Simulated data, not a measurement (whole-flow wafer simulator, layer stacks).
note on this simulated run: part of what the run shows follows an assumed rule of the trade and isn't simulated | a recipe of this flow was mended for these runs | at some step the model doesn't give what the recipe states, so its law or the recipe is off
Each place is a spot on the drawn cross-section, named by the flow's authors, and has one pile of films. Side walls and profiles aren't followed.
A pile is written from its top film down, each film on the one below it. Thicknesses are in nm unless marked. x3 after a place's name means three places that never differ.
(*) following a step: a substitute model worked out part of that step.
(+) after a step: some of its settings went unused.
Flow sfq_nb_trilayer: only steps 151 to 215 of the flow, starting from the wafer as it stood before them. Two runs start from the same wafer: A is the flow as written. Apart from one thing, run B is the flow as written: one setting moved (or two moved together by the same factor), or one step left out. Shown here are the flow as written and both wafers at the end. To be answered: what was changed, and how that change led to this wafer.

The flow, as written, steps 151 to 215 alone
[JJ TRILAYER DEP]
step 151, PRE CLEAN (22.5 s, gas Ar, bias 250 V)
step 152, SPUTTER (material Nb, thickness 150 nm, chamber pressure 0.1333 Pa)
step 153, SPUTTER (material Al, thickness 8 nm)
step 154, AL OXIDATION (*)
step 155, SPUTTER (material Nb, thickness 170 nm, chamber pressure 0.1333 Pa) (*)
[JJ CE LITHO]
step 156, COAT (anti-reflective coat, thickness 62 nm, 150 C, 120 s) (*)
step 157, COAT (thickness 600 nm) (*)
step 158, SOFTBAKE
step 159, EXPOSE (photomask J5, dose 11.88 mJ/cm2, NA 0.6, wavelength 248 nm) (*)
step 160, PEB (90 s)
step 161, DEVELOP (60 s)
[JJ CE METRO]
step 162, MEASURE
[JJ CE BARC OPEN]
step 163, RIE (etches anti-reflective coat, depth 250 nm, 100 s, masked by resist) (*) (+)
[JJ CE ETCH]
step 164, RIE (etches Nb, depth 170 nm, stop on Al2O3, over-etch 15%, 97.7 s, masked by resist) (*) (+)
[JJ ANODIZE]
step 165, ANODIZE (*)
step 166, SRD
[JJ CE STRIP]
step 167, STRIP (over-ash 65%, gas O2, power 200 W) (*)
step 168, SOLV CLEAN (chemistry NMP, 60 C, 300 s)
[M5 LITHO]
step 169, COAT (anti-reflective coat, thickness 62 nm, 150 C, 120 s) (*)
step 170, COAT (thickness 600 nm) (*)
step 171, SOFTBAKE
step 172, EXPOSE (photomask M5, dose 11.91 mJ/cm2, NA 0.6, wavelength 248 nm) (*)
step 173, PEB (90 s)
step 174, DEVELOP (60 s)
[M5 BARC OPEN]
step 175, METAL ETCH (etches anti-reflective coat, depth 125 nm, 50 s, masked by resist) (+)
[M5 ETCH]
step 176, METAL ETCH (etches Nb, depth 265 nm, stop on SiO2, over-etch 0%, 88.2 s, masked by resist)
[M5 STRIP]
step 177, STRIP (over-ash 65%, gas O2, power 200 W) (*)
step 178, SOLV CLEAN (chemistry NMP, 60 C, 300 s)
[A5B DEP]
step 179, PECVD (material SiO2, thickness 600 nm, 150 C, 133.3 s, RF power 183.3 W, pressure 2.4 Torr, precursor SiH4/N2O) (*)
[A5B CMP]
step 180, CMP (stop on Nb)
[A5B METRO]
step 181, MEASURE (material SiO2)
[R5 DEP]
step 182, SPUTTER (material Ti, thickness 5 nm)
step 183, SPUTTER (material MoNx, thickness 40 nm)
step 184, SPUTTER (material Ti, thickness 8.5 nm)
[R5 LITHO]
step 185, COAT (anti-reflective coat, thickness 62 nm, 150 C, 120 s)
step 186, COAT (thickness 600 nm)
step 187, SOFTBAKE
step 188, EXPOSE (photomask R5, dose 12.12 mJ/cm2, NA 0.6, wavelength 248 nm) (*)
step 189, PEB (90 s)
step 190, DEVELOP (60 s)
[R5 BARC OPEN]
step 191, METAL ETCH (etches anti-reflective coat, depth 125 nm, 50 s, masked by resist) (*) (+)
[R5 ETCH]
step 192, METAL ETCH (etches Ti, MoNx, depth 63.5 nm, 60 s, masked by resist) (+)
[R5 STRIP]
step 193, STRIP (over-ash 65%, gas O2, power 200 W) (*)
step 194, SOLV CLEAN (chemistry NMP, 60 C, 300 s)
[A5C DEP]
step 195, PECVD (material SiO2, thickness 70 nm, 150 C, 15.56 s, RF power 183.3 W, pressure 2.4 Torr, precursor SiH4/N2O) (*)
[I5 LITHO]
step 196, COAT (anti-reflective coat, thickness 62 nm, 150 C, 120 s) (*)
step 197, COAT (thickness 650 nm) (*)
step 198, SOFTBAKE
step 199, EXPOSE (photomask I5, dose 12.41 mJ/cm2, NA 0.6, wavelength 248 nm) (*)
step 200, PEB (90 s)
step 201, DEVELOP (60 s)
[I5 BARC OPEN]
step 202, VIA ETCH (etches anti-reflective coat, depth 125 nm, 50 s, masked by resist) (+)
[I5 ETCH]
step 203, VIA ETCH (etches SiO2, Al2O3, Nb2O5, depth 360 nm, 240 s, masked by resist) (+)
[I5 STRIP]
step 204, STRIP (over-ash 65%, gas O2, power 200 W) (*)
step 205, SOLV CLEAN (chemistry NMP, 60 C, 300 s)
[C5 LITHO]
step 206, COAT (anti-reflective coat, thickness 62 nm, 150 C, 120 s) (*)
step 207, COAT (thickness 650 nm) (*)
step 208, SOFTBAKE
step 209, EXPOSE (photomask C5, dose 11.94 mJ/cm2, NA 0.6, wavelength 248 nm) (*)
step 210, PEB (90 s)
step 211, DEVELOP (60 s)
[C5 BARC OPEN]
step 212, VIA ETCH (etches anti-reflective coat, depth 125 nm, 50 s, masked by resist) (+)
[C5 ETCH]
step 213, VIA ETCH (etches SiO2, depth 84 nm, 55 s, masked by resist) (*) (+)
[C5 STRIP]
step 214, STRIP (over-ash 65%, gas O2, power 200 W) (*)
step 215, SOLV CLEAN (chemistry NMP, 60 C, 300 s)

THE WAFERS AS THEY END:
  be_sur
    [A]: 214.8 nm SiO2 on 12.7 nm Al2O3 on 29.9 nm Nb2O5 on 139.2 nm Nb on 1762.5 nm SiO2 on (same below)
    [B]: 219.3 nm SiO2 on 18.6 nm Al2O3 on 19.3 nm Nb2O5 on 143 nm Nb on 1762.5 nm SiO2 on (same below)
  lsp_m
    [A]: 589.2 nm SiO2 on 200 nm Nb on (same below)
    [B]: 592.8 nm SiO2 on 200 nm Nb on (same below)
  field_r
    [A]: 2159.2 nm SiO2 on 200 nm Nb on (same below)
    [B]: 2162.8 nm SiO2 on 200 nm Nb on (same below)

The reason: step 153, SPUTTER: thickness 11.6 nm was run, whereas the flow has thickness 8 nm.

The path from the change to this, step by step:
  step 153, SPUTTER (material Al, thickness 8 nm)
      field_l, v_sur, via_sp and 100 more: A +8 Al (new film) | B +11.6 Al (new film)
      via_wl, via_wr: A +5.13 Al (new film) | B +7.44 Al (new film)
      (also at 1 further place)
  step 165, ANODIZE (*)
      field_l, v_sur, via_sp and 96 more: A +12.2 Al2O3, +29.9 Nb2O5 (new film), -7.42 Al (all of it), -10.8 Nb | B +18.2 Al2O3, +19.3 Nb2O5 (new film), -11 Al (all of it), -6.95 Nb
      via_wl, via_wr: A +7.51 Al2O3 (new film), +39.2 Nb2O5 (new film), -4.55 Al (all of it), -14.1 Nb | B +11.3 Al2O3 (new film), +32.4 Nb2O5 (new film), -6.86 Al (all of it), -11.7 Nb
      (also at 1 further place)
  step 169, COAT (anti-reflective coat, thickness 62 nm, 150 C, 120 s) (*)
      ce_l: A +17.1 anti-reflective coat (new film) | B +15.8 anti-reflective coat (new film)
  step 176, METAL ETCH (etches Nb, depth 265 nm, stop on SiO2, over-etch 0%, 88.2 s, masked by resist)
      field_l, res, r_end and 47 more: A -12.6 Al2O3 (all of it), -29.9 Nb2O5 (all of it), -139.2 Nb (all of it), -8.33 SiO2 | B -18.5 Al2O3 (all of it), -19.3 Nb2O5 (all of it), -143 Nb (all of it), -8.41 SiO2
      r_sur, wl_a_sl, wl_a_m6: A -12.5 Al2O3 (all of it), -29.9 Nb2O5 (all of it), -139.2 Nb (all of it), -8.33 SiO2 | B -18.5 Al2O3 (all of it), -19.3 Nb2O5 (all of it), -143 Nb (all of it), -8.41 SiO2
  step 177, STRIP (over-ash 65%, gas O2, power 200 W) (*)
      ce_l: A -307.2 KrF-resist-other-grade (all of it), -17.1 anti-reflective coat (all of it) | B -305.5 KrF-resist-other-grade (all of it), -15.8 anti-reflective coat (all of it)
  step 203, VIA ETCH (etches SiO2, Al2O3, Nb2O5, depth 360 nm, 240 s, masked by resist) (+)
      be: A -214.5 SiO2 (all of it), -12.7 Al2O3 (all of it), -29.9 Nb2O5 (all of it), -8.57 Nb | B -219 SiO2 (all of it), -18.6 Al2O3 (all of it), -19.3 Nb2O5 (all of it), -8.59 Nb
